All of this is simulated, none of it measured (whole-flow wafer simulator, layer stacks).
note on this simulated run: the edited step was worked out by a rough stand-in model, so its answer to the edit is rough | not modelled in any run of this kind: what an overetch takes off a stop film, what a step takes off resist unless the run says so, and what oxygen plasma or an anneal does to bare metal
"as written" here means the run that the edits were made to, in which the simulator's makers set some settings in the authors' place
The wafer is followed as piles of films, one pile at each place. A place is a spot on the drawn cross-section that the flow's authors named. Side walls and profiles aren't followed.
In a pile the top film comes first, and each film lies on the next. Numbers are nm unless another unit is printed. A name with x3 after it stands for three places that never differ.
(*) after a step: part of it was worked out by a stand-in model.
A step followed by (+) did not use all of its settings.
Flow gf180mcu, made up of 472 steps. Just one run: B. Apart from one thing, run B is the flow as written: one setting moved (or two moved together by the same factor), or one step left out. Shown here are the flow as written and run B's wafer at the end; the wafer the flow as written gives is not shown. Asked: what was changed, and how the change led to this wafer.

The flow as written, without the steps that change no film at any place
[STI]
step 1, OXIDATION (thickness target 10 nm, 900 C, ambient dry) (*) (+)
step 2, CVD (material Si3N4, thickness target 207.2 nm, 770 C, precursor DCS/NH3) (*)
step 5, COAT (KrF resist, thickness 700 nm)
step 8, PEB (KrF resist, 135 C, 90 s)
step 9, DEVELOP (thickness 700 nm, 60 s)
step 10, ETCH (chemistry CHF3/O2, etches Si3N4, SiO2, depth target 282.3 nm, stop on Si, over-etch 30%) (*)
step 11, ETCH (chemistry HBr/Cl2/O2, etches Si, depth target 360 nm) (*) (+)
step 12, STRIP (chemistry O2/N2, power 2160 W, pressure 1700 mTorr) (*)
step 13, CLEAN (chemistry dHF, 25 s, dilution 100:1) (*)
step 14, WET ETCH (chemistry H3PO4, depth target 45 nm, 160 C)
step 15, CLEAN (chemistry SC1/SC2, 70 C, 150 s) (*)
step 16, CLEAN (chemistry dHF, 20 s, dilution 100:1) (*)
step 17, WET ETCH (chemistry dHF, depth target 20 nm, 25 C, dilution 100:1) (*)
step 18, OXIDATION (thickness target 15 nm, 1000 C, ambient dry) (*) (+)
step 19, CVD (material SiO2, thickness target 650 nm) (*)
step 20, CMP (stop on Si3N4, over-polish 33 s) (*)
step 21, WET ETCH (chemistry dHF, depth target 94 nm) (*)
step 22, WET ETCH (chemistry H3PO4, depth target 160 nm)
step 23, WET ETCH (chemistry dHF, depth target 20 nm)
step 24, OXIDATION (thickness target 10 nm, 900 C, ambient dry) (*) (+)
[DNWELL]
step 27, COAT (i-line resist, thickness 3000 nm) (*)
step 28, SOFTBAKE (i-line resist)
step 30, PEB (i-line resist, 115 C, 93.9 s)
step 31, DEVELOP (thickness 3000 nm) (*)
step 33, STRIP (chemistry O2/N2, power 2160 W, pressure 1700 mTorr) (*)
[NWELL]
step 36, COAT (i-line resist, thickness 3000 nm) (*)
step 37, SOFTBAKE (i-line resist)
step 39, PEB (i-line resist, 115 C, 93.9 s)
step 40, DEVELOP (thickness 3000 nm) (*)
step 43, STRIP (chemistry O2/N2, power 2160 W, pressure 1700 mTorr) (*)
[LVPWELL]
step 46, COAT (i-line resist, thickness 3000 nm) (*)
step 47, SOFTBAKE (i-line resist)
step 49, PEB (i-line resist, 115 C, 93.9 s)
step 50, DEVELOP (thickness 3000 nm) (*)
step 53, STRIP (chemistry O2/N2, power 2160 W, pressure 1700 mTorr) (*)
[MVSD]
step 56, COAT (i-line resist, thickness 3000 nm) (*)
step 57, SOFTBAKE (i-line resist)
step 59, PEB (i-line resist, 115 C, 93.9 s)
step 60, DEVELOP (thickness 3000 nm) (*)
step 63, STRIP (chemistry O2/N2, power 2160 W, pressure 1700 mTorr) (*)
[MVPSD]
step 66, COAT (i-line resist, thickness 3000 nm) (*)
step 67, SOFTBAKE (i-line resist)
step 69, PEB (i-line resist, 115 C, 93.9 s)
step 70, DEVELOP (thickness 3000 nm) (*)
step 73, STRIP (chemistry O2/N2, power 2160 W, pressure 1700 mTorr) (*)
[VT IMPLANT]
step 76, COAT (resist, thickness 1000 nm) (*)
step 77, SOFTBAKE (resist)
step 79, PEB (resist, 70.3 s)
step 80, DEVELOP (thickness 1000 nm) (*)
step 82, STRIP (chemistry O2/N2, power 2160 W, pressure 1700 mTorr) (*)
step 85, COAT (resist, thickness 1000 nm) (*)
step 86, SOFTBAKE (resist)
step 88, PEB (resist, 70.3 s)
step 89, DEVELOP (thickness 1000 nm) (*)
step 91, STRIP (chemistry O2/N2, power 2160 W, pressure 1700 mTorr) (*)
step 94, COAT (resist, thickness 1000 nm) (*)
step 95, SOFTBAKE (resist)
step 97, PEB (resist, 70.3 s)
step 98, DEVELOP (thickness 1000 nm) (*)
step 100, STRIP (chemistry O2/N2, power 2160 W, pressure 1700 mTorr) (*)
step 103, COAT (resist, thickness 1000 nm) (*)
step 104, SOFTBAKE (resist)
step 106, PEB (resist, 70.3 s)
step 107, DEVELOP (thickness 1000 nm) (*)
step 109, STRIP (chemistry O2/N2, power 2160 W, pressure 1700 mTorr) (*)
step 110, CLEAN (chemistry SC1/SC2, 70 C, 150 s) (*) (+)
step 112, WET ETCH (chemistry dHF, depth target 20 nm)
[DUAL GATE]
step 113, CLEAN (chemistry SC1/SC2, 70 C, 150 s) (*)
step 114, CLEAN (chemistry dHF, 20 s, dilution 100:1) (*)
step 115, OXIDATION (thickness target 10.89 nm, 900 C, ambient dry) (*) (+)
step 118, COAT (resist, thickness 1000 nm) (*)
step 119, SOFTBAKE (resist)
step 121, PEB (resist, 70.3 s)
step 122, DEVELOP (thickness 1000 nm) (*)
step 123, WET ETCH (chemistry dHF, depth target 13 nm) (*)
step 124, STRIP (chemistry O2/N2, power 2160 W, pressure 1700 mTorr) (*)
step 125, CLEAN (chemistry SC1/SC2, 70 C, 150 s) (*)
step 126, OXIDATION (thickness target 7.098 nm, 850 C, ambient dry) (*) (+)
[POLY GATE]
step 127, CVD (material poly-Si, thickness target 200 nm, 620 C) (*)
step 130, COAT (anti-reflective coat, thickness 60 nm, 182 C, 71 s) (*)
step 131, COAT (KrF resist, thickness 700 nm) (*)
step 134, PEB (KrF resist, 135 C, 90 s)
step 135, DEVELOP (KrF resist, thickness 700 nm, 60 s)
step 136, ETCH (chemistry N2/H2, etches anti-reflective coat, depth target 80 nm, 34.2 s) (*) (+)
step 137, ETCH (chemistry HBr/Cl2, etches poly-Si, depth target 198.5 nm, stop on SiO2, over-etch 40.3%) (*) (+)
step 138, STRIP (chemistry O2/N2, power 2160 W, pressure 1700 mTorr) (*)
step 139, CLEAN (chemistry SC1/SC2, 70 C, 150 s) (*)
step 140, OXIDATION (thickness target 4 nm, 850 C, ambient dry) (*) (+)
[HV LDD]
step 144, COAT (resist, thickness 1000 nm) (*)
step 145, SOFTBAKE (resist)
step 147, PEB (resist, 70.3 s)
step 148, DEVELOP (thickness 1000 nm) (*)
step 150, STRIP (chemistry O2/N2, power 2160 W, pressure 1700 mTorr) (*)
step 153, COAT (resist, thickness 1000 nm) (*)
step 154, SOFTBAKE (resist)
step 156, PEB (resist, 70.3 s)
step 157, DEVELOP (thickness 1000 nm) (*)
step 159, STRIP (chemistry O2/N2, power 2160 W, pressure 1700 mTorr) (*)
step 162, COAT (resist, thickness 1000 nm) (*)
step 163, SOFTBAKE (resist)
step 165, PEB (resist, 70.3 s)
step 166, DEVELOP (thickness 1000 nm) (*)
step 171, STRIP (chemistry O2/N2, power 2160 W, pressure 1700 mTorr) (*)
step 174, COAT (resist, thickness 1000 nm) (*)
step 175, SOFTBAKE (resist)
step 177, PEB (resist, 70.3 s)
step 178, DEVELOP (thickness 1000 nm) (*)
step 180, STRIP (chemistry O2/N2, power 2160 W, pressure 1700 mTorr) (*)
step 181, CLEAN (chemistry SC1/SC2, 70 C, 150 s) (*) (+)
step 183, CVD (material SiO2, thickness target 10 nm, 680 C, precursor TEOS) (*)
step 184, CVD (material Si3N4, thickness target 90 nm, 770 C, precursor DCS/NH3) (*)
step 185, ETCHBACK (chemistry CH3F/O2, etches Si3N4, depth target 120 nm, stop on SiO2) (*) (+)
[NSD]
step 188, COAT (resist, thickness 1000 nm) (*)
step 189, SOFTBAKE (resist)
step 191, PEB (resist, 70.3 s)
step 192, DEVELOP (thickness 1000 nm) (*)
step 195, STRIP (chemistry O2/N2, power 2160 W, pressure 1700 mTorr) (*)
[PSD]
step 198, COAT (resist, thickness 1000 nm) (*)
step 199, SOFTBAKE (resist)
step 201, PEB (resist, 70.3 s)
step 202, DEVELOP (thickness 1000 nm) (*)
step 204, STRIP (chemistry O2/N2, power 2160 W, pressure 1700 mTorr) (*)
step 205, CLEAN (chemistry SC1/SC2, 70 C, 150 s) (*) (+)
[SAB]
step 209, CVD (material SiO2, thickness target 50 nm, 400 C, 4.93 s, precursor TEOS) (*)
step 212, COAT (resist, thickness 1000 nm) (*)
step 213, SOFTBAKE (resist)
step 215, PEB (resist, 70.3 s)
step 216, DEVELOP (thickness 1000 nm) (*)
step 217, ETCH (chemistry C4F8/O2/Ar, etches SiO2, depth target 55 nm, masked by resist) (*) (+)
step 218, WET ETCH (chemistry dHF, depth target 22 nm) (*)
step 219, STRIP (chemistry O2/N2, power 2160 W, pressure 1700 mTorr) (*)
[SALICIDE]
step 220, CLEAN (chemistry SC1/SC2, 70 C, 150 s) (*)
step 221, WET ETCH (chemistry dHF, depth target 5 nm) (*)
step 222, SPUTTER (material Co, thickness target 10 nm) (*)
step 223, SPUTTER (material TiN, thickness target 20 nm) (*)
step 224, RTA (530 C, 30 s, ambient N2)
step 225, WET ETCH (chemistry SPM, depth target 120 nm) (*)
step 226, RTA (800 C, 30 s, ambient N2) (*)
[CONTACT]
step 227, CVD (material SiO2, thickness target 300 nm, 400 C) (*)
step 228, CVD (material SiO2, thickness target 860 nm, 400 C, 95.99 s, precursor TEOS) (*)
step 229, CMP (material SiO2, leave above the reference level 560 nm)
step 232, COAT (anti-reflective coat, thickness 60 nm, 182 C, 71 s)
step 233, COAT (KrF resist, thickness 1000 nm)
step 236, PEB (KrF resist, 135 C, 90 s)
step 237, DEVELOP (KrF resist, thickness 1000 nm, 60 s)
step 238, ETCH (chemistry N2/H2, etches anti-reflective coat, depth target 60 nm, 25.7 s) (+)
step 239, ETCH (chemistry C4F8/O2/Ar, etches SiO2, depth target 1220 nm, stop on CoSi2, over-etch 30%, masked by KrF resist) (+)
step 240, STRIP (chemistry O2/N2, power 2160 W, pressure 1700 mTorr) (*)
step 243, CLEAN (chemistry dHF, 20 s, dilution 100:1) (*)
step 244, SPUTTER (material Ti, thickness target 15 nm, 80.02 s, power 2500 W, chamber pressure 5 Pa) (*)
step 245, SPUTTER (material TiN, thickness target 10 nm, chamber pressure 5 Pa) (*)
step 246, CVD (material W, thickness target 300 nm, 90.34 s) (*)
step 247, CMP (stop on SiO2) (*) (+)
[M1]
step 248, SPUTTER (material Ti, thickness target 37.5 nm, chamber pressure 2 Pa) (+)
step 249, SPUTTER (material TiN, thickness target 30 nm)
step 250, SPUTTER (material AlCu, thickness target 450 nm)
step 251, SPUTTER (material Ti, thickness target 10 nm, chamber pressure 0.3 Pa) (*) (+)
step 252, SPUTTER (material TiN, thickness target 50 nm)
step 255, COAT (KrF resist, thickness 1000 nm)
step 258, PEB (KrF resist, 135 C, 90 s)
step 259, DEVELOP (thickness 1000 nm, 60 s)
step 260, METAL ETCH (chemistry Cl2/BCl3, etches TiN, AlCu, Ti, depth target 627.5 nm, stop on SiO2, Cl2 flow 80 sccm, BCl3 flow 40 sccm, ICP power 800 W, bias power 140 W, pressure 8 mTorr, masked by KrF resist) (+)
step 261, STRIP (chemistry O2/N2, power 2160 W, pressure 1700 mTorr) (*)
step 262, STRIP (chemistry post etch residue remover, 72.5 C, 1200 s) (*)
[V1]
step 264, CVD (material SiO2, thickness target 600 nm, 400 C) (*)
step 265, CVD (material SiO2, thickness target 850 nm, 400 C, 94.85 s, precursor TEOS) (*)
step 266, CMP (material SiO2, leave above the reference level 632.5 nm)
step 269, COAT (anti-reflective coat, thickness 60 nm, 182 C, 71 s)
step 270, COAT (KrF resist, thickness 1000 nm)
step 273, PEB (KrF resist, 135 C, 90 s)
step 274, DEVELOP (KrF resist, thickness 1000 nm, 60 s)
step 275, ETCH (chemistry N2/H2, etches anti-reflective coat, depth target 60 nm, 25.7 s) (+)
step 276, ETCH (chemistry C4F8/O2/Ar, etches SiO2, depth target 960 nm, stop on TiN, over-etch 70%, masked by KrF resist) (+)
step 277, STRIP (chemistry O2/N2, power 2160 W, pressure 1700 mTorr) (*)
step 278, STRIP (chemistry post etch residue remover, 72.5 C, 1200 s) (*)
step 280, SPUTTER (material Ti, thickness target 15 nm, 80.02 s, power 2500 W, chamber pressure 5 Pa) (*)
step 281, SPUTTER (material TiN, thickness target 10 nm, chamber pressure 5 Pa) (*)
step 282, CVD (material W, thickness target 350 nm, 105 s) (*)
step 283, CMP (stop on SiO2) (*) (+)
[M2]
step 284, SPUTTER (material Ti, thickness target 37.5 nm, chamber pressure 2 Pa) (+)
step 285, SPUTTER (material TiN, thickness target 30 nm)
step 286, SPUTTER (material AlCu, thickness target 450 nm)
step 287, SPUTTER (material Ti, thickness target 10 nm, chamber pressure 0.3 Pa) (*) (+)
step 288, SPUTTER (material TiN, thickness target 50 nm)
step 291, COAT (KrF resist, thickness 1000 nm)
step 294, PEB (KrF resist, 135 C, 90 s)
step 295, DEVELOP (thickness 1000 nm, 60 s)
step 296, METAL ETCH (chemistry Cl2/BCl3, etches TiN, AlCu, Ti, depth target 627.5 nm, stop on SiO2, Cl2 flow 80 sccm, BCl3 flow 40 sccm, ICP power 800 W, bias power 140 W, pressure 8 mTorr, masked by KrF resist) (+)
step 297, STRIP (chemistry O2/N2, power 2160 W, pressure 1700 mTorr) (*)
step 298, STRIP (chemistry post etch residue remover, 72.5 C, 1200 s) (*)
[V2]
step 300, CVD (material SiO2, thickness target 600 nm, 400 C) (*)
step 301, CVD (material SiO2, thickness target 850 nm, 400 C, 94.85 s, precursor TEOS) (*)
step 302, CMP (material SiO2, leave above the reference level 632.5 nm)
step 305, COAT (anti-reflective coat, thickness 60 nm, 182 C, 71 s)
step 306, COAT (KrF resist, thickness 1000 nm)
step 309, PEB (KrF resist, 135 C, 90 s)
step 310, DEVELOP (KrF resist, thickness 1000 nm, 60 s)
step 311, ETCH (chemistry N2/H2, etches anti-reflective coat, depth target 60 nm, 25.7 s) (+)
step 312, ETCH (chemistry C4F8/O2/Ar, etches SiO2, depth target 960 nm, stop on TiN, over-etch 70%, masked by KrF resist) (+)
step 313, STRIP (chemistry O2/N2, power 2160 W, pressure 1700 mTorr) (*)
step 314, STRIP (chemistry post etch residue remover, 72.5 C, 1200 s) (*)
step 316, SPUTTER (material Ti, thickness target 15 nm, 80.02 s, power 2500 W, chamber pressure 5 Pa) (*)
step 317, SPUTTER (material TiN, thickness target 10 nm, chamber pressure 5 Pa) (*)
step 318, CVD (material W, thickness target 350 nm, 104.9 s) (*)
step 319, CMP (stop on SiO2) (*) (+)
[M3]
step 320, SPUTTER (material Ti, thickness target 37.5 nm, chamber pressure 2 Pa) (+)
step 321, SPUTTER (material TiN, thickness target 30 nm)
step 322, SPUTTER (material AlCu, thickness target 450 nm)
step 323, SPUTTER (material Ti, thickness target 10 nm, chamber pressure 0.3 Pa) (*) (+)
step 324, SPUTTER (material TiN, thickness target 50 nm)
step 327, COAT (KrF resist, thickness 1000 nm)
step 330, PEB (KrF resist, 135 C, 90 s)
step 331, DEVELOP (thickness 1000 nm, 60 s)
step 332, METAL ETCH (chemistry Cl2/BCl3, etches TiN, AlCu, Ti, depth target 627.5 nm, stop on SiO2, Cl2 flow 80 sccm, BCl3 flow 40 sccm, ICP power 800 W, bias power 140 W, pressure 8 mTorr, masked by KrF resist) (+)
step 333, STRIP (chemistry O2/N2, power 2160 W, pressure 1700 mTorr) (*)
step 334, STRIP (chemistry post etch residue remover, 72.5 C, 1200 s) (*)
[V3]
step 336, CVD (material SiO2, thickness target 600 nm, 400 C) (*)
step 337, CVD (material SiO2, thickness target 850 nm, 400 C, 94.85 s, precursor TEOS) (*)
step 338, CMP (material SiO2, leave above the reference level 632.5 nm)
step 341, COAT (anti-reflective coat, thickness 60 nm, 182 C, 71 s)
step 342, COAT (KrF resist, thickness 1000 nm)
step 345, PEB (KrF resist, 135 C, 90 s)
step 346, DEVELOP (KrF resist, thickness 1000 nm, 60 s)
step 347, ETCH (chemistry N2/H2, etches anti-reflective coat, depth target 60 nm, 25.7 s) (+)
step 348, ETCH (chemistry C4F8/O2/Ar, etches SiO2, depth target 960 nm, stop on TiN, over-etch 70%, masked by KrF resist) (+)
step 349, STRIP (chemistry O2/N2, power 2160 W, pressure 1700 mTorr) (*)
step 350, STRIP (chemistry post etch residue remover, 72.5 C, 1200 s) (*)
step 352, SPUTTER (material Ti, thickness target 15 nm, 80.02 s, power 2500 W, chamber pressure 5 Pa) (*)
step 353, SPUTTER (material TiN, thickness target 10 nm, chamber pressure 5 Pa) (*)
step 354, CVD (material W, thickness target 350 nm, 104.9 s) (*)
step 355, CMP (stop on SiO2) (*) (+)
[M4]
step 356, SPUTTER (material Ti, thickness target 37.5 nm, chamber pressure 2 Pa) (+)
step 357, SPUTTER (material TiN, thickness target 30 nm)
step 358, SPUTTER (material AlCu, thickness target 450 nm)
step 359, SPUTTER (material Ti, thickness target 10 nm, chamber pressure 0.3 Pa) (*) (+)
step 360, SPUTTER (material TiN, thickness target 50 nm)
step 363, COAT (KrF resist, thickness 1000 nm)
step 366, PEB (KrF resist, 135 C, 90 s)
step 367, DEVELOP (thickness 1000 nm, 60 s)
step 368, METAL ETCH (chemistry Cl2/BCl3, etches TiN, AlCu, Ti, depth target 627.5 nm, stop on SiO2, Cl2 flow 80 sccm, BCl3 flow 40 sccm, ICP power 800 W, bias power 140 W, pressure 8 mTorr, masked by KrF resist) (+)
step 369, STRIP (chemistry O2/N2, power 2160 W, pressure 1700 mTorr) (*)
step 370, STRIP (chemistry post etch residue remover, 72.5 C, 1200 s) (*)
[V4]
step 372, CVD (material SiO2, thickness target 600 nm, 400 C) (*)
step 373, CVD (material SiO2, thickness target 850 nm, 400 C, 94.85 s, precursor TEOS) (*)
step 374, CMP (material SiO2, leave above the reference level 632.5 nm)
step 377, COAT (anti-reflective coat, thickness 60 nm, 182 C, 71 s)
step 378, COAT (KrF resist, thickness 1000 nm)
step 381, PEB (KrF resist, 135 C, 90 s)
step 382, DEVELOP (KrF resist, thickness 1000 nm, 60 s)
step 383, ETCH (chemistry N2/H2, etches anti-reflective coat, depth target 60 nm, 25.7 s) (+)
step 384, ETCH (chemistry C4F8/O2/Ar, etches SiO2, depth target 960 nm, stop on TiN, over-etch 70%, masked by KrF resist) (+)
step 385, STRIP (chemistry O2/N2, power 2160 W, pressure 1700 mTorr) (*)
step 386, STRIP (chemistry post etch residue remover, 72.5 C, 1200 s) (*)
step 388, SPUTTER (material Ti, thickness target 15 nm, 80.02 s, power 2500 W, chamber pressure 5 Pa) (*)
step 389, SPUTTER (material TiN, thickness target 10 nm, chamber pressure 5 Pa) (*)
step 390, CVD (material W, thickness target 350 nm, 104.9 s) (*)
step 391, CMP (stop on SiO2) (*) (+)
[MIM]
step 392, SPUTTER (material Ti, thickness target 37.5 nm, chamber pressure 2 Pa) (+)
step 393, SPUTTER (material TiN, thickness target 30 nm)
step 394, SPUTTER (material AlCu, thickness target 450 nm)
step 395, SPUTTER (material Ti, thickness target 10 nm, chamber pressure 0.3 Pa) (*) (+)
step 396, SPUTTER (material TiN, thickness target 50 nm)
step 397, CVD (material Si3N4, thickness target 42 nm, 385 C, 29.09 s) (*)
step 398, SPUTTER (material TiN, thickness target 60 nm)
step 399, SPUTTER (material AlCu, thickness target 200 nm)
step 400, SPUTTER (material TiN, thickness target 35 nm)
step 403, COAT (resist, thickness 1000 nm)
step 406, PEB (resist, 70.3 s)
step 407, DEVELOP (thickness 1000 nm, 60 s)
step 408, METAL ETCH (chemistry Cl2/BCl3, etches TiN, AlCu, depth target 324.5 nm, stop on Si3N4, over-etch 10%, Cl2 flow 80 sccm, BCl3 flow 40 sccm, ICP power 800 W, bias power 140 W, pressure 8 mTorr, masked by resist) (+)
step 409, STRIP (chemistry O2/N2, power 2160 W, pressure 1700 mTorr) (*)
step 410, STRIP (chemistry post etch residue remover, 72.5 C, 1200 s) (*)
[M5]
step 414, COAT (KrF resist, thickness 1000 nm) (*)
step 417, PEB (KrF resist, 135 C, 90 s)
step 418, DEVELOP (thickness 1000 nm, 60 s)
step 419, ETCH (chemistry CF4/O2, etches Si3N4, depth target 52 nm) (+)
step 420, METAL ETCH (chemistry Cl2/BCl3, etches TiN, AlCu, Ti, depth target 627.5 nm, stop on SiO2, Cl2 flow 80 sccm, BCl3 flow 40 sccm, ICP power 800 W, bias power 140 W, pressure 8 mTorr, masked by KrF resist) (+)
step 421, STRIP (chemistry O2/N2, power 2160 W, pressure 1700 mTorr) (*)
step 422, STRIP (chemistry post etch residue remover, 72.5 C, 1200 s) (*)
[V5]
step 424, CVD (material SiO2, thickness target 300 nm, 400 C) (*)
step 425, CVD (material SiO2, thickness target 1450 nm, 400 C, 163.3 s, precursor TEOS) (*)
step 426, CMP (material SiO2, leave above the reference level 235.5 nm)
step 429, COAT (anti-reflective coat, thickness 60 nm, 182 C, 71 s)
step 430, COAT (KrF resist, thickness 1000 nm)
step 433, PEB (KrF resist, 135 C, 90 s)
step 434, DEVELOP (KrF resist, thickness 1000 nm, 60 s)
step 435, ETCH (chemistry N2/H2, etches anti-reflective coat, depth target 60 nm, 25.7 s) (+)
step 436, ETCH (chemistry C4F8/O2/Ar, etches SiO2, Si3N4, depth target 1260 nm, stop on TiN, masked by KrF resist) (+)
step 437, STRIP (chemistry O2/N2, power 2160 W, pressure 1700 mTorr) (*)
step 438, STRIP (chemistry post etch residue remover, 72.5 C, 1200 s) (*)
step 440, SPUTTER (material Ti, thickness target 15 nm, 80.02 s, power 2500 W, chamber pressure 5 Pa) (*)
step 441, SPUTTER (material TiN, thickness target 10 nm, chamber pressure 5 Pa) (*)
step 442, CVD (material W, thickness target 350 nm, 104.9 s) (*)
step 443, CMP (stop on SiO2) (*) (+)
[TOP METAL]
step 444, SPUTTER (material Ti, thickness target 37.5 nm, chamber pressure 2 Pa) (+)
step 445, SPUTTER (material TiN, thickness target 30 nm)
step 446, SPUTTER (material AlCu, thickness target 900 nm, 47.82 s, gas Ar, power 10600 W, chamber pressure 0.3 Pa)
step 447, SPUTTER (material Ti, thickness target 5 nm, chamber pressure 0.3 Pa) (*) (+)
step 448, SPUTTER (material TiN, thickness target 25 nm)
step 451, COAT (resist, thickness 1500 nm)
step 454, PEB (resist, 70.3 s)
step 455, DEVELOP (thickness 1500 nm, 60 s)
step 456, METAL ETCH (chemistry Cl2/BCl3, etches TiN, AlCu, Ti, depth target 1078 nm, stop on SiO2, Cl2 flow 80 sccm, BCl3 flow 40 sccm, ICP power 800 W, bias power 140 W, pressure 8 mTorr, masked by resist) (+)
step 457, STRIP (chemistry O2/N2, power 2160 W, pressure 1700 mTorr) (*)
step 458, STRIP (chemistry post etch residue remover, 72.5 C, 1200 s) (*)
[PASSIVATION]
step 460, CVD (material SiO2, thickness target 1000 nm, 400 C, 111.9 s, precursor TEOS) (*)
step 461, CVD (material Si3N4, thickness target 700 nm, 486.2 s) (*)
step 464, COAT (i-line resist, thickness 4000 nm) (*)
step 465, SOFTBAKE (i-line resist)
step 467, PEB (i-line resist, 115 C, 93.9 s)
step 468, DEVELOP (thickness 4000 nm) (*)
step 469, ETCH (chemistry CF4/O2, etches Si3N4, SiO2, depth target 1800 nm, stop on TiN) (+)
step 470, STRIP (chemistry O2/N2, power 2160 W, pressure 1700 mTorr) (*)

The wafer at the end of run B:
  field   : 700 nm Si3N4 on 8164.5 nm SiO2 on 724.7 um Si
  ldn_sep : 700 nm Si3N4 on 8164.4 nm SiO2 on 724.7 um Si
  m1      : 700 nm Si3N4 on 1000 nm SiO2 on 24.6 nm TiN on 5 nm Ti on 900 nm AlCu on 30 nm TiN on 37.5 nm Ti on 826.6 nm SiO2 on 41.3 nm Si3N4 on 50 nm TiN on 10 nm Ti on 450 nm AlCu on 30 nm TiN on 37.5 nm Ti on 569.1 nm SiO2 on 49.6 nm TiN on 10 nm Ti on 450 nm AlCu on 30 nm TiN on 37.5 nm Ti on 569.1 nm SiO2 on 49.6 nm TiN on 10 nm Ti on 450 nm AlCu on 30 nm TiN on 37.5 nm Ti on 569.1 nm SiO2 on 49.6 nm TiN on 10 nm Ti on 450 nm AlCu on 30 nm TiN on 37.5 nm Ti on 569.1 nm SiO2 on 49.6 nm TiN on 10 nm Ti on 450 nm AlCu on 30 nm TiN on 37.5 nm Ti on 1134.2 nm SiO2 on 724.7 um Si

Cause: step 11, ETCH: depth target 297 nm was run, though the flow has depth target 360 nm.

Step by step, how the change led to this:
  step 11, ETCH (chemistry HBr/Cl2/O2, etches Si, depth target 360 nm) (*) (+)
      active, n_well, p_well and 40 more: KrF resist loses 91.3 (as written it would have been: KrF resist loses 112.3)
      field, field_sub, sti and 34 more: Si loses 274 (as written it would have been: Si loses 337)
  step 12, STRIP (chemistry O2/N2, power 2160 W, pressure 1700 mTorr) (*)
      active, n_well, p_well and 40 more: KrF resist loses 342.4 (all of it) (as written it would have been: KrF resist loses 321.4 (all of it))
  step 19, CVD (material SiO2, thickness target 650 nm) (*)
      m1, ld_fp_n, ld_drift_n and 8 more: SiO2 gains 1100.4 (as written it would have been: SiO2 gains 1163.4)
  step 20, CMP (stop on Si3N4, over-polish 33 s) (*)
      sti, mim_1p0, pad and 11 more: SiO2 loses 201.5 (as written it would have been: SiO2 loses 138.5)
      nw_enc_fld, nw_enc_fld_lv: SiO2 loses 205.5 (as written it would have been: SiO2 loses 142.5)
      (also at 10 further places)
